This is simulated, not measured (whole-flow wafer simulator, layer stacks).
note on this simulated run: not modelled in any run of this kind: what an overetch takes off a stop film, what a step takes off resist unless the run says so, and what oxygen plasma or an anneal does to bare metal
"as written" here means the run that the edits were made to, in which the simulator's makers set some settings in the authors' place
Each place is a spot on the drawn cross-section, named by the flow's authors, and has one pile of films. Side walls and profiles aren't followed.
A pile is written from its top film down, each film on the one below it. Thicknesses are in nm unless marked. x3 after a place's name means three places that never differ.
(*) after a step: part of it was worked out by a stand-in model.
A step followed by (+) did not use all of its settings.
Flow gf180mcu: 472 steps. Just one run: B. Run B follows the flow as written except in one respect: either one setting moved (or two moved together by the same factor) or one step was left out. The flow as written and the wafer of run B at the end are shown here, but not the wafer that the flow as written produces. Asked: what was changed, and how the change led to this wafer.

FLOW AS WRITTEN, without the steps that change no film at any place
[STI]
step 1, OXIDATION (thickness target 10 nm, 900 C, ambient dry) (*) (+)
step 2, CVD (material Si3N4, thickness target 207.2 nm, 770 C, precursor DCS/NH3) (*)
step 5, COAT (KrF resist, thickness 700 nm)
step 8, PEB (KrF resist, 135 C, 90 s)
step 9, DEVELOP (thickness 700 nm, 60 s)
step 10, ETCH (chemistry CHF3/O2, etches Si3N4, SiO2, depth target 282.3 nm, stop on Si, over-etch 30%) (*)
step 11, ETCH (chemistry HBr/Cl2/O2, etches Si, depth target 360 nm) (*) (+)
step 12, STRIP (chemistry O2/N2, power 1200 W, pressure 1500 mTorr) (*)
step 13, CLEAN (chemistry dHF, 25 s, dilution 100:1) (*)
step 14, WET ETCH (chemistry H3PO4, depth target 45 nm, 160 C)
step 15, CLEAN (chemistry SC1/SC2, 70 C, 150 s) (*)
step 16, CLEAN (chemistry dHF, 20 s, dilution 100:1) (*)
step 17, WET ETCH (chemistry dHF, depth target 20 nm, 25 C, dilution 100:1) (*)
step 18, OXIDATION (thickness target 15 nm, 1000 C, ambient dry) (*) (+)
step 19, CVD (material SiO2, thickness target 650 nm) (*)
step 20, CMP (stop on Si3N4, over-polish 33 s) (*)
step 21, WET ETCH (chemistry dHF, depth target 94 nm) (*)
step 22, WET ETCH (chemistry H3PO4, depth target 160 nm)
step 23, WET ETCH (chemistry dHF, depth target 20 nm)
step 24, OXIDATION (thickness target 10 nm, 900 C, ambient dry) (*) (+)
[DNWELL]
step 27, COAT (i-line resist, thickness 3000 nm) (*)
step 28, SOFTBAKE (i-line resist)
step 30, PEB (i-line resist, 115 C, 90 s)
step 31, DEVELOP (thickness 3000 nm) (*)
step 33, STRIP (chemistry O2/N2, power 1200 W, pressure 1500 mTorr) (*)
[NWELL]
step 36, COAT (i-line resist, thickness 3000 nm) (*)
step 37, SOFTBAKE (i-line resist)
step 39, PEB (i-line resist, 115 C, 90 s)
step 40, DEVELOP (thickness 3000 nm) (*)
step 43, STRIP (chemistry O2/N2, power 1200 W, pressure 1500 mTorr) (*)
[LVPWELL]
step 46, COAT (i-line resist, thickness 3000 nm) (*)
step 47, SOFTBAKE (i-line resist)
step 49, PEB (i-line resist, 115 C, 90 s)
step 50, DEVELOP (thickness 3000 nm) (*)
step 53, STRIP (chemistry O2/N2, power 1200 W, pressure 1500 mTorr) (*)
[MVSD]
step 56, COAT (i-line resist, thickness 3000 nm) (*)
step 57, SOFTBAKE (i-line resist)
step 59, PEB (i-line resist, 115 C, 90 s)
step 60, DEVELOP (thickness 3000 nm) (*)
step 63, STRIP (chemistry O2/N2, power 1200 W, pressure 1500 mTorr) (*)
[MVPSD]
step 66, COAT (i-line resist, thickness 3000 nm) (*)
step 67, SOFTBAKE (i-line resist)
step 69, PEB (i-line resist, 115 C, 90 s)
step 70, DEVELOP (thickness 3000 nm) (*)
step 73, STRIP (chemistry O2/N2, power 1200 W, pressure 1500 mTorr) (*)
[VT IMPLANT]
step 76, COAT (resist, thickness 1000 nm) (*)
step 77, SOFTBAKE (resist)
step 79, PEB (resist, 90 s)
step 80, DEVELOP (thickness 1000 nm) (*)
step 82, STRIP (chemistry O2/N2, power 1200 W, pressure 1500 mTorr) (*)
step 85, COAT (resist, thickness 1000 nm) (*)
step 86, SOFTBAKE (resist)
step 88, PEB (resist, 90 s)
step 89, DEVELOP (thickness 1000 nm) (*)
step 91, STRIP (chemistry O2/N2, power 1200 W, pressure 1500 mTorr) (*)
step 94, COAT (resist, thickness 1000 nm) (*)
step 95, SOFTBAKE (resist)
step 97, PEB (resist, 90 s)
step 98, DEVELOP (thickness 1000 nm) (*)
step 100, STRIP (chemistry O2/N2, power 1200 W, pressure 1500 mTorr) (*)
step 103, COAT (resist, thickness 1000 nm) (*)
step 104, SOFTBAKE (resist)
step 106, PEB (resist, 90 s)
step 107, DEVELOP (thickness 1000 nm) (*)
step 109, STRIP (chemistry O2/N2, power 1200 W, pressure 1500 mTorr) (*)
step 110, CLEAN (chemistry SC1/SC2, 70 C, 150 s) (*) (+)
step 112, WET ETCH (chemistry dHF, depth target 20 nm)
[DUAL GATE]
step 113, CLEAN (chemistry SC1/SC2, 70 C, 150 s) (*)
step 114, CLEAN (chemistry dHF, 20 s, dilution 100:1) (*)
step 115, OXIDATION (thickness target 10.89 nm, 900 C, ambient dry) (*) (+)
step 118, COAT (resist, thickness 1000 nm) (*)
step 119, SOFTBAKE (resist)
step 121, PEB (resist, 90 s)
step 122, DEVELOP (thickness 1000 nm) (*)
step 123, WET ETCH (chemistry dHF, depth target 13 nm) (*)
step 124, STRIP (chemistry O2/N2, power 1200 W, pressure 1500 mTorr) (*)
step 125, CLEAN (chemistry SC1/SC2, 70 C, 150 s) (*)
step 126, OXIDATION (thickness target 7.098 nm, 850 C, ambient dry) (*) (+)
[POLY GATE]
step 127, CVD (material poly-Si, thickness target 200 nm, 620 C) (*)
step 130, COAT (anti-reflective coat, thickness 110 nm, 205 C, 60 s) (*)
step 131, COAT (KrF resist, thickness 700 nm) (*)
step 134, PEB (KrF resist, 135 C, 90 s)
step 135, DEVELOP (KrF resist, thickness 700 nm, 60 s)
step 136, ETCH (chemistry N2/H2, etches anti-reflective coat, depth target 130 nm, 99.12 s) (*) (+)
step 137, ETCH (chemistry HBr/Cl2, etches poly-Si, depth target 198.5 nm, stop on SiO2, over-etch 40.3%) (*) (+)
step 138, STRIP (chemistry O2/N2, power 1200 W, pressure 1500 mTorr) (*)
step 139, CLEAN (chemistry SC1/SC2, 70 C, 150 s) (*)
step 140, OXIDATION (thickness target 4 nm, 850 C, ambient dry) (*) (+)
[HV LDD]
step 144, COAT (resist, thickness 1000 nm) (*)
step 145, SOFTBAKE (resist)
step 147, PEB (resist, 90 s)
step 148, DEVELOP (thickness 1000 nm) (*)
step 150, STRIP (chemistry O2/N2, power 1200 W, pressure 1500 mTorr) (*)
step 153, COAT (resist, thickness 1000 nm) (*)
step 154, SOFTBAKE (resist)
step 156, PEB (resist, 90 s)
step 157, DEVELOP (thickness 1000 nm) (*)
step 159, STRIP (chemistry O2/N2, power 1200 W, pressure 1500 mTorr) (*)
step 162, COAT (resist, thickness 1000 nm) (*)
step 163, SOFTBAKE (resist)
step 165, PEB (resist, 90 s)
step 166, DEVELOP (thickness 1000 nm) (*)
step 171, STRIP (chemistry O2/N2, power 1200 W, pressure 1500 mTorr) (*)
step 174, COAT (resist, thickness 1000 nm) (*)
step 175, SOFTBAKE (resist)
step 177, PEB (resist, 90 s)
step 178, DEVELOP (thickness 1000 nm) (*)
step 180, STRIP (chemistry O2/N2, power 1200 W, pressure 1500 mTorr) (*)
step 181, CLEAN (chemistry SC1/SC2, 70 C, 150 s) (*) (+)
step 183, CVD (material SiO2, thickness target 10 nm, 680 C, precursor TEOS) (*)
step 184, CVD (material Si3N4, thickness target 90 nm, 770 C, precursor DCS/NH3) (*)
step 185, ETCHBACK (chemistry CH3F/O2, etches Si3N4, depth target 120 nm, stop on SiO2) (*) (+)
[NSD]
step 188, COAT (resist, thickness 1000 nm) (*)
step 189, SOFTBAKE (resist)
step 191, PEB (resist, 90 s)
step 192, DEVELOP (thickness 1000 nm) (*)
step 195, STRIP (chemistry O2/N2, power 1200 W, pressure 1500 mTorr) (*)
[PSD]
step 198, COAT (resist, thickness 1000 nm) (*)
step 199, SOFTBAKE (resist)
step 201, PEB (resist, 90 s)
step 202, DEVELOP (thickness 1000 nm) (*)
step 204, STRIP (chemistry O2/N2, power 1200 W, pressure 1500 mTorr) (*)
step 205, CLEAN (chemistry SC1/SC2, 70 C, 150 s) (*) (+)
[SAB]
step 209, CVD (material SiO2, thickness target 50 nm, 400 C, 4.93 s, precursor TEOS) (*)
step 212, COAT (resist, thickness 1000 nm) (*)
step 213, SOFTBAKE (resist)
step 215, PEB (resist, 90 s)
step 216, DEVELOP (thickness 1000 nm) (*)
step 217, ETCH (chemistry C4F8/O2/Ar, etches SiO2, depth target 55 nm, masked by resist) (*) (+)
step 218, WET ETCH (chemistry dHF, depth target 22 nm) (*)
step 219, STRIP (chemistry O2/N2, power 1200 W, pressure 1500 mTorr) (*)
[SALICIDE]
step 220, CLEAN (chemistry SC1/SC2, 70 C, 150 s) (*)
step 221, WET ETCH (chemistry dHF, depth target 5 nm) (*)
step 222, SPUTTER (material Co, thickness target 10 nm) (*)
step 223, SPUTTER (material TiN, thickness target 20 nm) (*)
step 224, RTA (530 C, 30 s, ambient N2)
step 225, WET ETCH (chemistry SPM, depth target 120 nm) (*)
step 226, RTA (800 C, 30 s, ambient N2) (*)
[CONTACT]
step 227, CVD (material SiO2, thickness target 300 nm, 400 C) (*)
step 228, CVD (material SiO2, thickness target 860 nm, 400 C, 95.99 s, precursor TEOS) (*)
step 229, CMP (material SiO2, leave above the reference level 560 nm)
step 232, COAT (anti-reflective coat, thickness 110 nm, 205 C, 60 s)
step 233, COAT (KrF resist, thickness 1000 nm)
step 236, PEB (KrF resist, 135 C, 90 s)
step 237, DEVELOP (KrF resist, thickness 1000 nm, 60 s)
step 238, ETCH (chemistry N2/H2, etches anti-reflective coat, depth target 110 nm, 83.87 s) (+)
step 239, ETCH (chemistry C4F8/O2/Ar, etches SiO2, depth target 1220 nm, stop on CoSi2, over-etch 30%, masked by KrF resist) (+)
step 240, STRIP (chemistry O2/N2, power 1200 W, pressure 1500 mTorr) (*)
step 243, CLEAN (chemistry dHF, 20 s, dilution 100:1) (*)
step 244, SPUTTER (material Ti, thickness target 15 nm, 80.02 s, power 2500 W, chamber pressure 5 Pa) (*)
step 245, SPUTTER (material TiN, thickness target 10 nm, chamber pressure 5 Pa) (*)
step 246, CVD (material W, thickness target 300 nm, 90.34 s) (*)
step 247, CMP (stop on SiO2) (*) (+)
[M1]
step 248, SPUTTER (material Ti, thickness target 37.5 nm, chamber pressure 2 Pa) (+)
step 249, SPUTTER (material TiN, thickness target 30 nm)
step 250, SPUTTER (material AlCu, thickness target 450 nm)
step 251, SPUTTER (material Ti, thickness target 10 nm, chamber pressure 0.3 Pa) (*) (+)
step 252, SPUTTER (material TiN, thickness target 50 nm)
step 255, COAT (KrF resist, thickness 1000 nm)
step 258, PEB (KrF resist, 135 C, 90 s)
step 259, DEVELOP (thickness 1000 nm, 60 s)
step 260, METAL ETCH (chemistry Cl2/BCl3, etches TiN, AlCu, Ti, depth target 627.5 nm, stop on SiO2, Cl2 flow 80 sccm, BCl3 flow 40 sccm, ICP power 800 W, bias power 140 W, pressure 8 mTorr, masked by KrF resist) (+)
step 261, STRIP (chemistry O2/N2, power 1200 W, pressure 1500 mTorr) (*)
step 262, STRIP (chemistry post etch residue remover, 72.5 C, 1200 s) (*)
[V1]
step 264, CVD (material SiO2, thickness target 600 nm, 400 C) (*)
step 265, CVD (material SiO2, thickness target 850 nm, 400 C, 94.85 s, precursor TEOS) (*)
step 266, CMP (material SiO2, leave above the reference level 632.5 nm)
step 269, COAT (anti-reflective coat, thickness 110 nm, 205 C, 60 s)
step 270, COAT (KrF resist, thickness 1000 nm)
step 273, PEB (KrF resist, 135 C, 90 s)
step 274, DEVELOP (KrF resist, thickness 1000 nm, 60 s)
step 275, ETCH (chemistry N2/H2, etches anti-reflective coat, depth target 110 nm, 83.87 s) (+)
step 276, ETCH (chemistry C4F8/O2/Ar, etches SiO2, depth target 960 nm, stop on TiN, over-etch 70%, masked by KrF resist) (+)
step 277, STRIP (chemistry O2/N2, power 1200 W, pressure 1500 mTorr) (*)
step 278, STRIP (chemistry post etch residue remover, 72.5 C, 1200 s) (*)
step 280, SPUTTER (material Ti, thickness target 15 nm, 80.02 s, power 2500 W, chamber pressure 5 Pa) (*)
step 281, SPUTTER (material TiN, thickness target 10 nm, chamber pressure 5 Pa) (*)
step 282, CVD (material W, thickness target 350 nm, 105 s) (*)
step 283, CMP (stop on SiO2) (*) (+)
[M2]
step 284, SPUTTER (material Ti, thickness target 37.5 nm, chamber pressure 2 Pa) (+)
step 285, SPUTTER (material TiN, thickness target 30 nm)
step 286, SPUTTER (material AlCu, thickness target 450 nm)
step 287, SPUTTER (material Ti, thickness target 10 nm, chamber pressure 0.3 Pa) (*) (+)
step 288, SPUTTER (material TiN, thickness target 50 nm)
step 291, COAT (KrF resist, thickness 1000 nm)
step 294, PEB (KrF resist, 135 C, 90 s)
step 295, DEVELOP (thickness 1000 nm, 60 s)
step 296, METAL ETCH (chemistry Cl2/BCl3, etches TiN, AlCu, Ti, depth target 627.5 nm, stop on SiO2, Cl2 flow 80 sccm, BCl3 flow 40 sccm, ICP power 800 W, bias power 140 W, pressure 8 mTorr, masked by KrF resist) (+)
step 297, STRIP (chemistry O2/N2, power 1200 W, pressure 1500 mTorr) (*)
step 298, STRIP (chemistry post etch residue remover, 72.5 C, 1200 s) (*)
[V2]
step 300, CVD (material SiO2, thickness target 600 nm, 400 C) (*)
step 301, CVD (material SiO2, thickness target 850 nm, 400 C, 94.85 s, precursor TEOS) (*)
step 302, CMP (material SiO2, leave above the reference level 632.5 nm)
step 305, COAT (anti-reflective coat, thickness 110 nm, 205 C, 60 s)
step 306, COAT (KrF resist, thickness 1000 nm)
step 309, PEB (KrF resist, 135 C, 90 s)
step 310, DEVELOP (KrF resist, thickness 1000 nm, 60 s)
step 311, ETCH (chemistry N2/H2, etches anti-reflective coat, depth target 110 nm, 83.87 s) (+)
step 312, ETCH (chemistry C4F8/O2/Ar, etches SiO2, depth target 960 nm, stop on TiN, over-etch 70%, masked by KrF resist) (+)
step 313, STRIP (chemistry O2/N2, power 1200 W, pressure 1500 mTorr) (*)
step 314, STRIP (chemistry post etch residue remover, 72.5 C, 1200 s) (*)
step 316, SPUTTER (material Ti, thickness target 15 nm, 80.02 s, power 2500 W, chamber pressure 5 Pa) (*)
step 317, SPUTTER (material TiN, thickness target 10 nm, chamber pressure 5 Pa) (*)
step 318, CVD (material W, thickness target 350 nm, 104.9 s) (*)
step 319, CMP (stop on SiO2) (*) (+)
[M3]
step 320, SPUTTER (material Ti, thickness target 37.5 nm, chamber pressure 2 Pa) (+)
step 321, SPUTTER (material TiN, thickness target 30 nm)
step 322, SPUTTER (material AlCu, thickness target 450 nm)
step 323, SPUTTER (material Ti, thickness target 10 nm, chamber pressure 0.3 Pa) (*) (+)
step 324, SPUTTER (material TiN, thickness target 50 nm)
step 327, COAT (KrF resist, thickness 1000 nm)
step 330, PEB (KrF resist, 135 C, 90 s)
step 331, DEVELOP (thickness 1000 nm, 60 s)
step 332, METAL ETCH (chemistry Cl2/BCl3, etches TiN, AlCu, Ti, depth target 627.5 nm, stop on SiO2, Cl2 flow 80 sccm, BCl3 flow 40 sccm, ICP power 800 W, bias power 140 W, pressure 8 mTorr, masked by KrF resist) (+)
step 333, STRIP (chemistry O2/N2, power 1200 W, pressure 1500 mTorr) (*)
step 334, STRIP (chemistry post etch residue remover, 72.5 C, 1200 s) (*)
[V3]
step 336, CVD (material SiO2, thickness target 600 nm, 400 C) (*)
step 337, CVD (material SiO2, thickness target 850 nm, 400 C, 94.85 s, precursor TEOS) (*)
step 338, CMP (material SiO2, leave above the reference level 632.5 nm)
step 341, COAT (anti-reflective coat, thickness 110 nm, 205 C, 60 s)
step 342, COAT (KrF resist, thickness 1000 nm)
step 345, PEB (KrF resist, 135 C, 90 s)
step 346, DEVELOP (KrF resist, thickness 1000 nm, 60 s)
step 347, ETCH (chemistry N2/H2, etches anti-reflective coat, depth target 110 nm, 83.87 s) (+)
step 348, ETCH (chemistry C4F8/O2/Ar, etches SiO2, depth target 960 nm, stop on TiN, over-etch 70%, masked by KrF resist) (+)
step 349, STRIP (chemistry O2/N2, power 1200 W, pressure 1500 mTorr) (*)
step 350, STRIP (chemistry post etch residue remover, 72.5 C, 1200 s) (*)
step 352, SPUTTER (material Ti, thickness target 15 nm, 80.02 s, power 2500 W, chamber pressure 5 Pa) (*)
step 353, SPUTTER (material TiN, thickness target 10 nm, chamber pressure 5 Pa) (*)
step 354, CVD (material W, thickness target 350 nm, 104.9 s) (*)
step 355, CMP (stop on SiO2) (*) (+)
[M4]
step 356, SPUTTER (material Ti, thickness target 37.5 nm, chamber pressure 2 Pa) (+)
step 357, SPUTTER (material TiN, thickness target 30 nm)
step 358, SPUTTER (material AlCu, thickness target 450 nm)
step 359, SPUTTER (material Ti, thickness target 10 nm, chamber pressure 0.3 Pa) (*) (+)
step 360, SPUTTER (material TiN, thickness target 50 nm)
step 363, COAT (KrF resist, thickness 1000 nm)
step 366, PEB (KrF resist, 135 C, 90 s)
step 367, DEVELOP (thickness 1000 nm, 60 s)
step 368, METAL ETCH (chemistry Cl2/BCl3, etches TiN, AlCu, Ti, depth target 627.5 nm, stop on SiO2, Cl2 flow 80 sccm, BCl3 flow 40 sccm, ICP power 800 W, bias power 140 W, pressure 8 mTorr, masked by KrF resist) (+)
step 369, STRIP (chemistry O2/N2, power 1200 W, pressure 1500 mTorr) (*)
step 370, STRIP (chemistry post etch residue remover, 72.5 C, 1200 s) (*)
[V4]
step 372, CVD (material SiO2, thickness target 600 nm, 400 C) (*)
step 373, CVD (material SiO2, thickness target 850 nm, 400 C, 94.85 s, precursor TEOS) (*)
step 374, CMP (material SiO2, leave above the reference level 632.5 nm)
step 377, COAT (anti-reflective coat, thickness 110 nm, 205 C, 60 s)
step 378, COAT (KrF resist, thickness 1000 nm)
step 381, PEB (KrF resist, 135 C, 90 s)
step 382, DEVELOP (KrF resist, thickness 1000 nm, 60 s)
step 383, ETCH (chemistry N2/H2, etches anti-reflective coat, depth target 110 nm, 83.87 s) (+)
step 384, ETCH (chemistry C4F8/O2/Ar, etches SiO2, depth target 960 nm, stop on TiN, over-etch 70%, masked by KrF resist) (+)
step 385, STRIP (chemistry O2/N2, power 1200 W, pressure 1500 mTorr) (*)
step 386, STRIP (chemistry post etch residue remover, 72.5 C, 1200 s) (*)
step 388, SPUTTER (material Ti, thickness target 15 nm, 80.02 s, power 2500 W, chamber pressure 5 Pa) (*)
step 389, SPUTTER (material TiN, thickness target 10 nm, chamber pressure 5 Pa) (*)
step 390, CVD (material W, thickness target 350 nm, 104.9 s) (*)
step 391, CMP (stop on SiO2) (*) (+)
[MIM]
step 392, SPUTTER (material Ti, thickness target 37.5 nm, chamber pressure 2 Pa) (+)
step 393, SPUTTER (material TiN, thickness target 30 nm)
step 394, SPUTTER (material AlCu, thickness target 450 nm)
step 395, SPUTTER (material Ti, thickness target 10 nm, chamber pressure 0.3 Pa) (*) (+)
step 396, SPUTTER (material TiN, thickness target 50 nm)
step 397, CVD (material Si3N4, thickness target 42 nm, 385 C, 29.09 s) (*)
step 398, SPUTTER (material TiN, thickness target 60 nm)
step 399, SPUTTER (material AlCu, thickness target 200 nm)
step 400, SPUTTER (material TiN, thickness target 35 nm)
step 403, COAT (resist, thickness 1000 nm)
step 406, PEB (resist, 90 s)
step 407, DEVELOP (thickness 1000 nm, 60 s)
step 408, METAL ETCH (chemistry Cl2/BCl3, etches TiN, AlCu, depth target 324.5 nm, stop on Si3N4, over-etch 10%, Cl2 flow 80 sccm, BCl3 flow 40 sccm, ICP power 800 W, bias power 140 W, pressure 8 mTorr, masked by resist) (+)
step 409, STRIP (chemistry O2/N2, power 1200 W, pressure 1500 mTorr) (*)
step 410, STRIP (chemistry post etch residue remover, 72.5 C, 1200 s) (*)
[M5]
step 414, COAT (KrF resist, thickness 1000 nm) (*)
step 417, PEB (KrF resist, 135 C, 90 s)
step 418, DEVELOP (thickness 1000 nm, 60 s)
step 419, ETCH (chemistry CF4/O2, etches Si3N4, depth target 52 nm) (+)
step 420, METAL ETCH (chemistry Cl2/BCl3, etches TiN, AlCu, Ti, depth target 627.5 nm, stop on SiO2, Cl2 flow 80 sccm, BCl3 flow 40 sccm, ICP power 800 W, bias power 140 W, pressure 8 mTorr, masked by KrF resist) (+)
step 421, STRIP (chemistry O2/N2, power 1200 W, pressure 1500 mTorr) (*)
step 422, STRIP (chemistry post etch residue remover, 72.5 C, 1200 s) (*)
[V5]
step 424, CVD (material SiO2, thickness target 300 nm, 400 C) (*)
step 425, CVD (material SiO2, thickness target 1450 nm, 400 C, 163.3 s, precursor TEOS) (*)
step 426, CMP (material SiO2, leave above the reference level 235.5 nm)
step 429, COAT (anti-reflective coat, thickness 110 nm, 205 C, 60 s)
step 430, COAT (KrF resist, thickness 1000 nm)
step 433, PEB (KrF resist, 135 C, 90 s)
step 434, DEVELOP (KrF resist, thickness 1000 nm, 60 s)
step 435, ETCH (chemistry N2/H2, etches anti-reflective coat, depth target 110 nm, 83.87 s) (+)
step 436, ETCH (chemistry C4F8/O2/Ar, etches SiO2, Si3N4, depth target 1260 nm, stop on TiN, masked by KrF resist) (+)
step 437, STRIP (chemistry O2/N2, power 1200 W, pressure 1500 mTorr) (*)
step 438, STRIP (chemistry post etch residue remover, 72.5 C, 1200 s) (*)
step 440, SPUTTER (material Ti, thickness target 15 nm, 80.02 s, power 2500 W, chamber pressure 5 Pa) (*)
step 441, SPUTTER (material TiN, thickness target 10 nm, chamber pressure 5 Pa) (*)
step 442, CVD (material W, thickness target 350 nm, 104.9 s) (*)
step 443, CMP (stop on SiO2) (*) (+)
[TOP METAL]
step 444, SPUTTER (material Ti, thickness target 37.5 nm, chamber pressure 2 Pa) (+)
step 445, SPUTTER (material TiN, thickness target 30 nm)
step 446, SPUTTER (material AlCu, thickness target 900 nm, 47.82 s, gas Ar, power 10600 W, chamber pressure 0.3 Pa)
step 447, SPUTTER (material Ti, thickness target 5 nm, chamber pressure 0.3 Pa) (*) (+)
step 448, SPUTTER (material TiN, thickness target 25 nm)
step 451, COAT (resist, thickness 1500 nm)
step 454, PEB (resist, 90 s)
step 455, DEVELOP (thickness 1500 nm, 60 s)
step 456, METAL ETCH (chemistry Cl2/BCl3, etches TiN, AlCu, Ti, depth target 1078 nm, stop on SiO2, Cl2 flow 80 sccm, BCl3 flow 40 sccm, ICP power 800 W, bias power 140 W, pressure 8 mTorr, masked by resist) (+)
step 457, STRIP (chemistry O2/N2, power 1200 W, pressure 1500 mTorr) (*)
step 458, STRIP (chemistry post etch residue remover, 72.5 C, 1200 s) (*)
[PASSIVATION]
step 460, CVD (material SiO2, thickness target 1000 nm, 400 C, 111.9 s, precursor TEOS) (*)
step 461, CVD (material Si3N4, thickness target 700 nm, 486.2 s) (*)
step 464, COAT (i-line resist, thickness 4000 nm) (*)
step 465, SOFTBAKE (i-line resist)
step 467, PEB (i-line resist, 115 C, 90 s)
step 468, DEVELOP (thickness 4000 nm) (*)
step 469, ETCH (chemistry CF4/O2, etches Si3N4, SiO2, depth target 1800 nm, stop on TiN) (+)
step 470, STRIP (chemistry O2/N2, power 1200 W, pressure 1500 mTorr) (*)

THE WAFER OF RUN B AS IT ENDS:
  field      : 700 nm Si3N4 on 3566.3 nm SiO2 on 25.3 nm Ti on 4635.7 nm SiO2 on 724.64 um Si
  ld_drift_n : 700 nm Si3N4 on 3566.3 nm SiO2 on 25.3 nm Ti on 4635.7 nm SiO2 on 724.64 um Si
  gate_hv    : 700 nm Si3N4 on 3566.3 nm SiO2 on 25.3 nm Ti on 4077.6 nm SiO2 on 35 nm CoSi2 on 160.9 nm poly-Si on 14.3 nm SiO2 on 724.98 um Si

Cause: step 368, METAL ETCH: depth target 552.2 nm was run, whereas the flow has depth target 627.5 nm.

How this came from the change, step by step:
  step 368, METAL ETCH (chemistry Cl2/BCl3, etches TiN, AlCu, Ti, depth target 627.5 nm, stop on SiO2, Cl2 flow 80 sccm, BCl3 flow 40 sccm, ICP power 800 W, bias power 140 W, pressure 8 mTorr, masked by KrF resist) (+)
      field, field__w1, field__w2 and 103 more: -50 TiN (all of it), -10 Ti (all of it), -450 AlCu (all of it), -30 TiN (all of it), -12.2 Ti (in the flow as written it would be: -50 TiN (all of it), -10 Ti (all of it), -450 AlCu (all of it), -30 TiN (all of it), -37.5 Ti (all of it))
      field__w8, contact, m1, m1__w1, m1_nw: -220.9 KrF resist (in the flow as written it would be: -251 KrF resist)
  step 369, STRIP (chemistry O2/N2, power 1200 W, pressure 1500 mTorr) (*)
      field__w8, contact, m1, m1__w1, m1_nw: -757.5 KrF resist (all of it) (in the flow as written it would be: -727.4 KrF resist (all of it))
  step 372, CVD (material SiO2, thickness target 600 nm, 400 C) (*)
      field, field__w1, field__w2 and 103 more: +600 SiO2 (new film) (in the flow as written it would be: +600 SiO2)
  step 374, CMP (material SiO2, leave above the reference level 632.5 nm)
      field, field__w1, field__w2 and 103 more: -325.3 SiO2 (in the flow as written it would be: -300 SiO2)
If metal films that touch count as one body, field has 1 body; the flow as written gives 0 bodies.
If metal films that touch count as one body, ld_drift_n has 1 body; the flow as written gives 0 bodies.
If metal films that touch count as one body, gate_hv has 2 bodies (between them, from the top down: SiO2 4077.6); the flow as written gives 1 body.
